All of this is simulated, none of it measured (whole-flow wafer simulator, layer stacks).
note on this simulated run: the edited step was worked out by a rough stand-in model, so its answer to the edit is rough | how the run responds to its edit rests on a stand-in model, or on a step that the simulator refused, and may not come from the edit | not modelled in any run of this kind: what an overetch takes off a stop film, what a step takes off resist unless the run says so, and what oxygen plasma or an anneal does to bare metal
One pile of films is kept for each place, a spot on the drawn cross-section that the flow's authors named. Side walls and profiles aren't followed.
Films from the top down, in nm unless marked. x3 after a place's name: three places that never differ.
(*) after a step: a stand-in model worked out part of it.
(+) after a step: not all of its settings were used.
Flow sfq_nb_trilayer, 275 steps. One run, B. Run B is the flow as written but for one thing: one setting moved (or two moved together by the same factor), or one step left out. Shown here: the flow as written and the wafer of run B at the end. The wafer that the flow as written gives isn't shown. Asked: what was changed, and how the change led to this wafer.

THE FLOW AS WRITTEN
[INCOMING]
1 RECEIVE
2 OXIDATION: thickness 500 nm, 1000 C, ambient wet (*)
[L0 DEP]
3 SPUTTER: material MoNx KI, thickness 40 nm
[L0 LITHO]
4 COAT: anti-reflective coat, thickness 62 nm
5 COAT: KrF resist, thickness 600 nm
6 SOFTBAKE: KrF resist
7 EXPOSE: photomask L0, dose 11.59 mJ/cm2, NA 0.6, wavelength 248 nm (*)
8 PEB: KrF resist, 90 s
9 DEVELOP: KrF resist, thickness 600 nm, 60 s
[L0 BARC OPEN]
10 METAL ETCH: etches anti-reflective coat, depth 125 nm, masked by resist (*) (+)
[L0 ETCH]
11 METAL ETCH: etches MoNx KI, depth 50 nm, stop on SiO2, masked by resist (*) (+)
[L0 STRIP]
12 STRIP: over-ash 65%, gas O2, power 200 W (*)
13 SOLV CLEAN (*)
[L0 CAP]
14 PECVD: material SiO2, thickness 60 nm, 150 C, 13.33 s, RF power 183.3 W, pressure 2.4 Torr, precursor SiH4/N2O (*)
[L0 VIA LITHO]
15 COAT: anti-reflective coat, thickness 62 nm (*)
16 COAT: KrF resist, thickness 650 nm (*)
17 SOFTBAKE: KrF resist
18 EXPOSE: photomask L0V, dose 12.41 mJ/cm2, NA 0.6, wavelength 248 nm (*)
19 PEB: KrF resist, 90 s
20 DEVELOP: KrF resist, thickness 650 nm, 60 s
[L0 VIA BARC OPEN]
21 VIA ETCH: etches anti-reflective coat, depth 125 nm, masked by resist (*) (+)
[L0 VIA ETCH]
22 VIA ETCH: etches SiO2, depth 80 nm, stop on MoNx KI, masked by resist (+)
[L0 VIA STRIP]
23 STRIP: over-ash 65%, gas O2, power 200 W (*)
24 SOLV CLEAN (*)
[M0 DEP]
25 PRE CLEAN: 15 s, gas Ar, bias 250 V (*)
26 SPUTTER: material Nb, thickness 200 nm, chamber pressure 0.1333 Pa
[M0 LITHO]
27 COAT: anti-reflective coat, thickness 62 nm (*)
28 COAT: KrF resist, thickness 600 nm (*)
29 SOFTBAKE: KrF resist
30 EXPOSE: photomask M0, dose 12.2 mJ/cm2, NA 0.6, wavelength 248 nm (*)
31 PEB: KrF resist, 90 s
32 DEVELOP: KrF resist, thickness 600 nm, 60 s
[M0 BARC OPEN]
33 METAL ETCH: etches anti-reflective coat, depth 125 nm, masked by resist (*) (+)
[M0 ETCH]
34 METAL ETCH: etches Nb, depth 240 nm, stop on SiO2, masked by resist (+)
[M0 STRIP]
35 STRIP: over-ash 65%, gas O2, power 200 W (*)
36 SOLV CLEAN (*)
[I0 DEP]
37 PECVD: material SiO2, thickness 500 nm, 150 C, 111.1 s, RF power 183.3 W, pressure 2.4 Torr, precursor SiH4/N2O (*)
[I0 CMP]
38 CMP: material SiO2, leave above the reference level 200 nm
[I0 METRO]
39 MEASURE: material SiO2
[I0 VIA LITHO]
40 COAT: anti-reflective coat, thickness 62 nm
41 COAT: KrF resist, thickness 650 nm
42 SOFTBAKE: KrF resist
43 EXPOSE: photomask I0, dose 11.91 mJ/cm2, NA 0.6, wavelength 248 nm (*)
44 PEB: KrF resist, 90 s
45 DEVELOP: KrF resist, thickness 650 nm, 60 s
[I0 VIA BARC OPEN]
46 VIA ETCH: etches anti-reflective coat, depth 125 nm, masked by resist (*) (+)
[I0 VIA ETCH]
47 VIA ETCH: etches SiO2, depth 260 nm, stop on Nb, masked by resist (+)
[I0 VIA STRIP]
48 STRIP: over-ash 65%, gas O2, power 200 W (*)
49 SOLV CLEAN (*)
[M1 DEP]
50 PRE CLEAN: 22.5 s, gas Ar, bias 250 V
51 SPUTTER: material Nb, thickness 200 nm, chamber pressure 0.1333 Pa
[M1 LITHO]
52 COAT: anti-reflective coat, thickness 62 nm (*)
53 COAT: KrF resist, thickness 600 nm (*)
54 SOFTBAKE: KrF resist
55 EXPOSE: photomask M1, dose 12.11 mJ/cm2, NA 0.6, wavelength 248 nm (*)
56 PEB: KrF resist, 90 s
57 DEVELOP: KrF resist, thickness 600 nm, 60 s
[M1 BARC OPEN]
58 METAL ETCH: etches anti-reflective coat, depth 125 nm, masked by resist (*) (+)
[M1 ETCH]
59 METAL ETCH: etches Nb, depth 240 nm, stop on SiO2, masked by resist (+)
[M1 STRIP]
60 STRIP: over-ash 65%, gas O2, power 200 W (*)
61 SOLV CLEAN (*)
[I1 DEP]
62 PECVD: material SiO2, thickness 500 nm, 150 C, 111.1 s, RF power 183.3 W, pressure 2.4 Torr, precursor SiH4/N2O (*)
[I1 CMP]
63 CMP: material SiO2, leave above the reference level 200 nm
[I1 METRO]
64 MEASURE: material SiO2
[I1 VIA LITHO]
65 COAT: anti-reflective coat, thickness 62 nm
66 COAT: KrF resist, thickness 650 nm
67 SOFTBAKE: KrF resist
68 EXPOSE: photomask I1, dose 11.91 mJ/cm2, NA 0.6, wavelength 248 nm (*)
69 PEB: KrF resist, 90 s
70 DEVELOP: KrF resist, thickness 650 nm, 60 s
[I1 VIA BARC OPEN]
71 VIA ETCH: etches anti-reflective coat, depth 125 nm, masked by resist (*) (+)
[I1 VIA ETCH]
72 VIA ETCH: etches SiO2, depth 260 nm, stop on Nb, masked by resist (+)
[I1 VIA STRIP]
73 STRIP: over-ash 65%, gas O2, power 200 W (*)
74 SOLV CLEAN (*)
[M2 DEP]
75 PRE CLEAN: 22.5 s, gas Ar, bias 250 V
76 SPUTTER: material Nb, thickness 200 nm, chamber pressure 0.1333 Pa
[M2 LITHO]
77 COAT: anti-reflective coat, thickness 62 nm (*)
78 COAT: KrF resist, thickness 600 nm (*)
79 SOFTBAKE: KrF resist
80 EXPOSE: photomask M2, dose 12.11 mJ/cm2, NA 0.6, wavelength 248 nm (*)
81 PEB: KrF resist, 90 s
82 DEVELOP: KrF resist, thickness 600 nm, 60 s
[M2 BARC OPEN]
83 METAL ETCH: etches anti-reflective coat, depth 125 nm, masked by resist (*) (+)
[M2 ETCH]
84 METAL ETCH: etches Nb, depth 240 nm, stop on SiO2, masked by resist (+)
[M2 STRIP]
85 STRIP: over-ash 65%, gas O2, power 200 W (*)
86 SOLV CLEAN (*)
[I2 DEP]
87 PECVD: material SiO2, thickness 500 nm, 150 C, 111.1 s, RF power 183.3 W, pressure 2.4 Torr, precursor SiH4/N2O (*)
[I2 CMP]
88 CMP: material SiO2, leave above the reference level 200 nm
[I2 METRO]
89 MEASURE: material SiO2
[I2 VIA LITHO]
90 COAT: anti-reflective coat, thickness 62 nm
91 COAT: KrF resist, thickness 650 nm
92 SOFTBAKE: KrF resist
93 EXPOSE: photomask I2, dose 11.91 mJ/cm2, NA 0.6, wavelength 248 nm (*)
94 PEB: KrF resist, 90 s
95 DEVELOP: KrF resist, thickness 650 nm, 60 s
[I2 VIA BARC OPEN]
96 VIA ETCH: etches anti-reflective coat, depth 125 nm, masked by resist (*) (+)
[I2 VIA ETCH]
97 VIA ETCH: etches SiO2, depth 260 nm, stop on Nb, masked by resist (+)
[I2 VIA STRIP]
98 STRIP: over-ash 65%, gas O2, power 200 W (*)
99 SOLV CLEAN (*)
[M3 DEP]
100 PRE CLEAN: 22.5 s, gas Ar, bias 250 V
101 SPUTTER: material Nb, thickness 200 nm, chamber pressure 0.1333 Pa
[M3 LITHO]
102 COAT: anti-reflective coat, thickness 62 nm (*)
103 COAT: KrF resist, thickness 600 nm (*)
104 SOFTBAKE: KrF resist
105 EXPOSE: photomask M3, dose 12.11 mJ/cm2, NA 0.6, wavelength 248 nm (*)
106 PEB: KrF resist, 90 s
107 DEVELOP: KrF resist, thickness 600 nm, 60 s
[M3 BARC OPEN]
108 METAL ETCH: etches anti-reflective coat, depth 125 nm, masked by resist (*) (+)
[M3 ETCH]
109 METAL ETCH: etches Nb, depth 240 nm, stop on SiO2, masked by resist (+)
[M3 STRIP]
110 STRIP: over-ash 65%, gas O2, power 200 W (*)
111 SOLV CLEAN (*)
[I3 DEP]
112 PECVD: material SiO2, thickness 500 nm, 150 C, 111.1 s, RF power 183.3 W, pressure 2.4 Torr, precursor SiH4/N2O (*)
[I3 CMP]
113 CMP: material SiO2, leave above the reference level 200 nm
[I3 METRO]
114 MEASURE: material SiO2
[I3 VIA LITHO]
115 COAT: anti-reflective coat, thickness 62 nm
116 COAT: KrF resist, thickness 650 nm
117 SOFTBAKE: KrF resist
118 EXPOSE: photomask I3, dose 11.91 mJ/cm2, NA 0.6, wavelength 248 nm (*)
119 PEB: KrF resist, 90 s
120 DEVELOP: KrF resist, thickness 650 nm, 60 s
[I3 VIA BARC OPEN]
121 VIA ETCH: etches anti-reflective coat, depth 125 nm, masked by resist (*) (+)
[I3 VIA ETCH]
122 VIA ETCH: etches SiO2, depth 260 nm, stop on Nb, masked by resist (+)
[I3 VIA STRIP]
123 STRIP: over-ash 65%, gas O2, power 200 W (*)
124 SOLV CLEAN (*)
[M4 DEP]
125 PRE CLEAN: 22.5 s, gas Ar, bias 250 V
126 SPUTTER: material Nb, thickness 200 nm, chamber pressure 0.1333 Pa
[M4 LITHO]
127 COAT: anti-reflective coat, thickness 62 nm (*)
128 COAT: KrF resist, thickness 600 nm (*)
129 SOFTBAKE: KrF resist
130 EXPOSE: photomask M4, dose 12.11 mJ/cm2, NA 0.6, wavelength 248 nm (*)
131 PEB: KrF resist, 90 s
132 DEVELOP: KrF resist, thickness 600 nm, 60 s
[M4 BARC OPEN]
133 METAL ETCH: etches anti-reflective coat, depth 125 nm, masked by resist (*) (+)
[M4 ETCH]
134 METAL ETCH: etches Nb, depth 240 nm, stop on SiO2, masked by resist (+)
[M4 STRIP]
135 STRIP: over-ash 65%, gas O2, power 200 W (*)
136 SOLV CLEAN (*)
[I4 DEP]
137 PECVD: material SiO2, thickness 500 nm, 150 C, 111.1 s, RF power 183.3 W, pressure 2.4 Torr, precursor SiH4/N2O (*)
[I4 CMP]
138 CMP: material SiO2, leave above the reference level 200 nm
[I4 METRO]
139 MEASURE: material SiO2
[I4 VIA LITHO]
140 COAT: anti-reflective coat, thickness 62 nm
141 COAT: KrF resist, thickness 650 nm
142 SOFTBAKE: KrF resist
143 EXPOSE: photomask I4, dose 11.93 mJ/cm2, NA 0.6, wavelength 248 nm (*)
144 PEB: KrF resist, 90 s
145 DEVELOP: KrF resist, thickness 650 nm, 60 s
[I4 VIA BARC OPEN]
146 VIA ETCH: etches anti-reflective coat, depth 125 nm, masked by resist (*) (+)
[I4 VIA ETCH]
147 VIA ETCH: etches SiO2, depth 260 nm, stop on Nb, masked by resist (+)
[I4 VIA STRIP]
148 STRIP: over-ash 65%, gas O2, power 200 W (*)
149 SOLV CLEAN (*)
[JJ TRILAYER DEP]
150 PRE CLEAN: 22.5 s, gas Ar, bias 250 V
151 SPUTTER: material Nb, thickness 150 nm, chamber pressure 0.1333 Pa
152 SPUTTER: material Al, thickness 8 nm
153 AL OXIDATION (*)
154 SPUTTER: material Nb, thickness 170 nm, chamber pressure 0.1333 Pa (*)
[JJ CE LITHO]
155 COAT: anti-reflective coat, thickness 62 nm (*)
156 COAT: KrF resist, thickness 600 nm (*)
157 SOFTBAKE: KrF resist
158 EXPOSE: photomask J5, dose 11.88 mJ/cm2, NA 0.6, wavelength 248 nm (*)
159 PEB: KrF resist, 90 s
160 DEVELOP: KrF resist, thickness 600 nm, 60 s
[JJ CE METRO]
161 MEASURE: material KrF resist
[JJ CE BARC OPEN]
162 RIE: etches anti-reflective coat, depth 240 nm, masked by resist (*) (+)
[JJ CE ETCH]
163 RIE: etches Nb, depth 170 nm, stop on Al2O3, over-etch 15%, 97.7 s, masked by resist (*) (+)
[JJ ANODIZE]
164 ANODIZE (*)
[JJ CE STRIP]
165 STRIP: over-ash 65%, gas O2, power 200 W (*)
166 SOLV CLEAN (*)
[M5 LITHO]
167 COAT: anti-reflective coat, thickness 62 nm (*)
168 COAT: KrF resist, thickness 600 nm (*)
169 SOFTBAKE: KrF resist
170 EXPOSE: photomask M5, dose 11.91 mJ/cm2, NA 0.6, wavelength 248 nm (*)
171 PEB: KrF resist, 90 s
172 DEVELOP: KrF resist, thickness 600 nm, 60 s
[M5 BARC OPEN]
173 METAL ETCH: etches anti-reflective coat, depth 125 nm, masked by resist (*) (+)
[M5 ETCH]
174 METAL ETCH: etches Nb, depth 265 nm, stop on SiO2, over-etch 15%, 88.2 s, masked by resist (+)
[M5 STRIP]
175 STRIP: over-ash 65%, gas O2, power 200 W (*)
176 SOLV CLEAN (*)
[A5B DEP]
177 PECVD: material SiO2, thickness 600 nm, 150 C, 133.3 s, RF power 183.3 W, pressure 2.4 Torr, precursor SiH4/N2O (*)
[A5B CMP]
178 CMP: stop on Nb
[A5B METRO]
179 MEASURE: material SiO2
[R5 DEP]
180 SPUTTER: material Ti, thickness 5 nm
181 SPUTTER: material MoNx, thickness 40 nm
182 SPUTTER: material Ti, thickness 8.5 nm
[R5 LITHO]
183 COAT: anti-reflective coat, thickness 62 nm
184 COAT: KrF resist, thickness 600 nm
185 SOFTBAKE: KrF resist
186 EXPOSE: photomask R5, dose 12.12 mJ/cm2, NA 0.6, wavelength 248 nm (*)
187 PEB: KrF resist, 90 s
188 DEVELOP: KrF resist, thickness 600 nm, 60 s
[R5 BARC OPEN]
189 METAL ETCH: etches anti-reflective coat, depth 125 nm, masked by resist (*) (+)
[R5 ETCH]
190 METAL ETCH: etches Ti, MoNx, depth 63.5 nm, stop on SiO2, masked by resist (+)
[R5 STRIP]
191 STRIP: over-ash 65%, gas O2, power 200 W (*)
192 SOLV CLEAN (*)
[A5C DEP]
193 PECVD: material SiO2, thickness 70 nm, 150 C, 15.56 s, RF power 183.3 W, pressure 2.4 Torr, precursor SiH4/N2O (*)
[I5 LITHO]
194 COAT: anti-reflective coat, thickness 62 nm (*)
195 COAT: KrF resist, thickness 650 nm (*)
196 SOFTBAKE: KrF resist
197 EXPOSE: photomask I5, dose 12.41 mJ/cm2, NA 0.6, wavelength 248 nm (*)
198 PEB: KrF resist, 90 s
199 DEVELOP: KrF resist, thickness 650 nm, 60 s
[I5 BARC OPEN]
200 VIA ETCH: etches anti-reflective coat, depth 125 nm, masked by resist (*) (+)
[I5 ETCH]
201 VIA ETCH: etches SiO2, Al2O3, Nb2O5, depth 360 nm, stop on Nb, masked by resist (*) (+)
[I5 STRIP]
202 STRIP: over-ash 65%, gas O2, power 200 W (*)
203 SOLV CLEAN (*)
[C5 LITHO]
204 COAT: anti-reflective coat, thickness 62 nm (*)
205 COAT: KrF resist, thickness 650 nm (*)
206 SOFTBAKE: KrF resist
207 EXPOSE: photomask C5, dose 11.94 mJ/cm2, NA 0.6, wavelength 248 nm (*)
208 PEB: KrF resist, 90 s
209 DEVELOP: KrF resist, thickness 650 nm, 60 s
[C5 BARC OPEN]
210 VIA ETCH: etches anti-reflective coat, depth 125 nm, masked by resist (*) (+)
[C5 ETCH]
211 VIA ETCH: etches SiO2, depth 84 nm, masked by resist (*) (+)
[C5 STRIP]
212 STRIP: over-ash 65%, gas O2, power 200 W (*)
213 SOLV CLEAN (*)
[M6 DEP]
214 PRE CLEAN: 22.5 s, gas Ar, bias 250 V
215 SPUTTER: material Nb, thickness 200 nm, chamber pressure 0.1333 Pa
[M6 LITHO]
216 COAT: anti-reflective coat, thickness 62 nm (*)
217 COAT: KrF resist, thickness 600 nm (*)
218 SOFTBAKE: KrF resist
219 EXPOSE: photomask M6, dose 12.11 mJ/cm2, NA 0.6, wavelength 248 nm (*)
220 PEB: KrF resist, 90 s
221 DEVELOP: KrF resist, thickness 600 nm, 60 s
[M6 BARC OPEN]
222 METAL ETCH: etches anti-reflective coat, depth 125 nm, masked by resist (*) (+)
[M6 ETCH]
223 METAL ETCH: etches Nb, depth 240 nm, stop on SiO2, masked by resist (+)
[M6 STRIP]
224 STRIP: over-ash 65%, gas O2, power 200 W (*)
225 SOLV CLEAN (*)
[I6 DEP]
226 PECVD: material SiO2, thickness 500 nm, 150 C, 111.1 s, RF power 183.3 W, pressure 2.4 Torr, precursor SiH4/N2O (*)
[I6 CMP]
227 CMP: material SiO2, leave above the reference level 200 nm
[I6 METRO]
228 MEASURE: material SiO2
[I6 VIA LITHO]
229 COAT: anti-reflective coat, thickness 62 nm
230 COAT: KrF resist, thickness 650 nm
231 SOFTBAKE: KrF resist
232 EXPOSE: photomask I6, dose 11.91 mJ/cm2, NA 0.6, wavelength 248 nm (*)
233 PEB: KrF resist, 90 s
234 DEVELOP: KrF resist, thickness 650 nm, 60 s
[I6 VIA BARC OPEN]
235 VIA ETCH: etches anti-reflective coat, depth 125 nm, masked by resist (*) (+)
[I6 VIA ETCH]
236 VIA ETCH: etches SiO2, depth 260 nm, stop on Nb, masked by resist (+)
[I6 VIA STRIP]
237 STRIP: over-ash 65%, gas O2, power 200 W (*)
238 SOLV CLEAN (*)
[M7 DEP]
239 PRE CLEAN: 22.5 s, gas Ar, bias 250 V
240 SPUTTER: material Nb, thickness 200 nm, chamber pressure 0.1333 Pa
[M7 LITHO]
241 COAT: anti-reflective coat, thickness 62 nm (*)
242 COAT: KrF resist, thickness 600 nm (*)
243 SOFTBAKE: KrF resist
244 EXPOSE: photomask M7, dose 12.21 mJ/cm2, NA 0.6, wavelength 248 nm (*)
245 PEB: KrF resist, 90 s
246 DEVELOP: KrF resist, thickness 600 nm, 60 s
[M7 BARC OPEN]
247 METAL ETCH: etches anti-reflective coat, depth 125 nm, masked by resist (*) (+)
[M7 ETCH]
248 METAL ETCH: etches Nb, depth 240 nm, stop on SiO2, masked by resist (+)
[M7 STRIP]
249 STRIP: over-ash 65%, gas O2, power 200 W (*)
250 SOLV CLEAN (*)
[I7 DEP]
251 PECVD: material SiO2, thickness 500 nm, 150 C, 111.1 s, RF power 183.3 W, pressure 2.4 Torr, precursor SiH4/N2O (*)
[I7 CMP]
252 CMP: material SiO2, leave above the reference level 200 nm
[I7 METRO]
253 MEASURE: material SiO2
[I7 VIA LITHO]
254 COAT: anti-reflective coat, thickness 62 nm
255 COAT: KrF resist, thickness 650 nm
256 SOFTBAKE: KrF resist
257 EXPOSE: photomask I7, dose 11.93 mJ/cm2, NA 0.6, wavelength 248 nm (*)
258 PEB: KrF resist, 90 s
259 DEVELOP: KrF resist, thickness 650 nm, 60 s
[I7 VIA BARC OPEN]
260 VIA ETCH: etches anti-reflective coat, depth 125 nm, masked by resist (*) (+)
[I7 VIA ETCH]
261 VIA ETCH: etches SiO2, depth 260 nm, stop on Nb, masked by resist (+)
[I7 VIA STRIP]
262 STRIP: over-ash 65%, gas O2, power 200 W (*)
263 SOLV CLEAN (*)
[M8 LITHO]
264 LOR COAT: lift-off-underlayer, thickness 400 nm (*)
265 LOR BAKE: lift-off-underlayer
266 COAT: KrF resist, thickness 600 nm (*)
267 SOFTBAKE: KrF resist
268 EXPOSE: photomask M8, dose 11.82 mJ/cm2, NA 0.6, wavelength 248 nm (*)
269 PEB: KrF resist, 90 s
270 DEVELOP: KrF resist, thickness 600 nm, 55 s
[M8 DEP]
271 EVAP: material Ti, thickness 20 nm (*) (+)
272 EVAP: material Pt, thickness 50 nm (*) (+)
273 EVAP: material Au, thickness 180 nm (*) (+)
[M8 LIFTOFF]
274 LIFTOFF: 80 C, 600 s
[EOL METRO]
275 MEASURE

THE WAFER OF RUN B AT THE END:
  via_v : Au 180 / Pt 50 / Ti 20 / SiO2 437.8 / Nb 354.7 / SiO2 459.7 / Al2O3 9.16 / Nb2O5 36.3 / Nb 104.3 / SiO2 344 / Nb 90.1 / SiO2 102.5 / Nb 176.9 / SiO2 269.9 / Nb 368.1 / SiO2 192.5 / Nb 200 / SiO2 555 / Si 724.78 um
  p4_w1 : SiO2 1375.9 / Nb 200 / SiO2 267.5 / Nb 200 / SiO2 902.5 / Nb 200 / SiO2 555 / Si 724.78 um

The cause: step 87, PECVD: thickness 325 nm was run, where the flow has thickness 500 nm; step 87, PECVD: 72.22 s was run, where the flow has 111.1 s.

How the change led to this, step by step:
  87 PECVD: material SiO2, thickness 500 nm, 150 C, 111.1 s, RF power 183.3 W, pressure 2.4 Torr, precursor SiH4/N2O (*)
      field_l, be, be_sur and 81 more: SiO2 +325 (as written it would be: SiO2 +500)
      v_sur, via_wl, via_w and 18 more: SiO2 +325 (new film) (as written it would be: SiO2 +500 (new film))
      (and at 1 more place)
  88 CMP: material SiO2, leave above the reference level 200 nm
      field_l, be, be_sur and 81 more: nothing (as written it would be: SiO2 -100)
      via_v: nothing (as written it would be: SiO2 -181.6)
      (and at 21 more places)
  90 COAT: anti-reflective coat, thickness 62 nm
      m0r_line_l, m0r_line_r, m6r_line_l, m6r_line_r, m7r_line_l, m7r_line_r: anti-reflective coat +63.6 (new film) (as written it would be: anti-reflective coat +62 (new film))
      wl_a_m6, wl_a_sr, wl_b_sl, wl_b_m5: anti-reflective coat +60.2 (new film) (as written it would be: anti-reflective coat +62 (new film))
      (and at 59 more places)
  91 COAT: KrF resist, thickness 650 nm
      m0r_line_l, m6r_line_l, m7r_line_l: KrF resist +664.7 (new film) (as written it would be: KrF resist +650 (new film))
      m0r_line_r, m6r_line_r, m7r_line_r: KrF resist +664.6 (new film) (as written it would be: KrF resist +650 (new film))
      (and at 24 more places)
  95 DEVELOP: KrF resist, thickness 650 nm, 60 s
      via_w: KrF resist -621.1 (all of it) (as written it would be: KrF resist -648.6 (all of it))
  96 VIA ETCH: etches anti-reflective coat, depth 125 nm, masked by resist (*) (+)
      field_l, v_sur, via_wl and 102 more: KrF resist -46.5 (as written it would be: KrF resist -51.7)
      via_w: anti-reflective coat -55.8 (all of it), SiO2 -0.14 (as written it would be: anti-reflective coat -62 (all of it), SiO2 -0.16)
  98 STRIP: over-ash 65%, gas O2, power 200 W (*)
      m0r_line_l, m6r_line_l, m7r_line_l: KrF resist -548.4 (all of it), anti-reflective coat -63.6 (all of it) (as written it would be: KrF resist -528.6 (all of it), anti-reflective coat -62 (all of it))
      m0r_space_l, m6r_space_l, m7r_space_l: KrF resist -542.1 (all of it), anti-reflective coat -72.8 (all of it) (as written it would be: KrF resist -528.6 (all of it), anti-reflective coat -62 (all of it))
      (and at 66 more places)
  101 SPUTTER: material Nb, thickness 200 nm, chamber pressure 0.1333 Pa
      via_v: Nb +176.9 (new film) (as written it would be: Nb +200 (new film))
  102 COAT: anti-reflective coat, thickness 62 nm (*)
      m0r_line_l, m0r_line_r, m6r_line_l, m6r_line_r, m7r_line_l, m7r_line_r, m8r_gap_c: anti-reflective coat +63.6 (new film) (as written it would be: anti-reflective coat +62 (new film))
      m0r_space_l, m0r_space_r, m6r_space_l, m6r_space_r, m7r_space_l, m7r_space_r: anti-reflective coat +70.6 (new film) (as written it would be: anti-reflective coat +62 (new film))
      (and at 54 more places)
  103 COAT: KrF resist, thickness 600 nm (*)
      m0r_line_l, m0r_line_r, m6r_line_l, m6r_line_r, m7r_line_l, m7r_line_r: KrF resist +612.9 (new film) (as written it would be: KrF resist +600 (new film))
      m5r_linepad_l, m5r_linepad_r: KrF resist +584 (new film) (as written it would be: KrF resist +600 (new film))
      (and at 27 more places)
  107 DEVELOP: KrF resist, thickness 600 nm, 60 s
      m0r_line_l, m0r_line_r, m6r_line_l, m6r_line_r, m7r_line_l, m7r_line_r: KrF resist -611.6 (all of it) (as written it would be: KrF resist -598.7 (all of it))
      m5r_linepad_l, m5r_linepad_r: KrF resist -582.8 (all of it) (as written it would be: KrF resist -598.7 (all of it))
      (and at 14 more places)
  108 METAL ETCH: etches anti-reflective coat, depth 125 nm, masked by resist (*) (+)
      v_sur, via_wl, via_w and 28 more: KrF resist -54.3 (as written it would be: KrF resist -51.7)
      m0r_line_l, m0r_line_r, m6r_line_l, m6r_line_r, m7r_line_l, m7r_line_r, m8r_gap_c: anti-reflective coat -63.6 (all of it) (as written it would be: anti-reflective coat -62 (all of it))
      (and at 38 more places)
  110 STRIP: over-ash 65%, gas O2, power 200 W (*)
      wl_a_sl, wl_b_sr: KrF resist -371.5 (all of it), anti-reflective coat -60 (all of it) (as written it would be: KrF resist -382.4 (all of it), anti-reflective coat -62 (all of it))
      v_sur: KrF resist -333.6 (all of it), anti-reflective coat -47.4 (all of it) (as written it would be: KrF resist -365.3 (all of it), anti-reflective coat -61.1 (all of it))
      (and at 19 more places)
  112 PECVD: material SiO2, thickness 500 nm, 150 C, 111.1 s, RF power 183.3 W, pressure 2.4 Torr, precursor SiH4/N2O (*)
      via_v: SiO2 +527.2 (new film) (as written it would be: SiO2 +500 (new film))
  113 CMP: material SiO2, leave above the reference level 200 nm
      field_l, be, be_sur and 64 more: SiO2 -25 (as written it would be: SiO2 -100)
      p4_w1, p4_w2, p4_w3 and 6 more: SiO2 -225 (as written it would be: SiO2 -300)
      (and at 9 more places)
  122 VIA ETCH: etches SiO2, depth 260 nm, stop on Nb, masked by resist (+)
      via_v: SiO2 -260 (as written it would be: SiO2 -199.8 (all of it))
  ... 24 more steps ...
  178 CMP: stop on Nb
      via_v: SiO2 -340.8 (as written it would be: SiO2 -453.5)
Counting metal films that touch as one body, via_v has 7 bodies (between them, from the top down: SiO2 437.8; SiO2 459.7 / Al2O3 9.16 / Nb2O5 36.3; SiO2 344; SiO2 102.5; SiO2 269.9; SiO2 192.5); the flow as written gives 6 bodies (between them, from the top down: SiO2 437.8; SiO2 209 / Al2O3 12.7 / Nb2O5 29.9; SiO2 425.9; SiO2 416.9; SiO2 192.5).
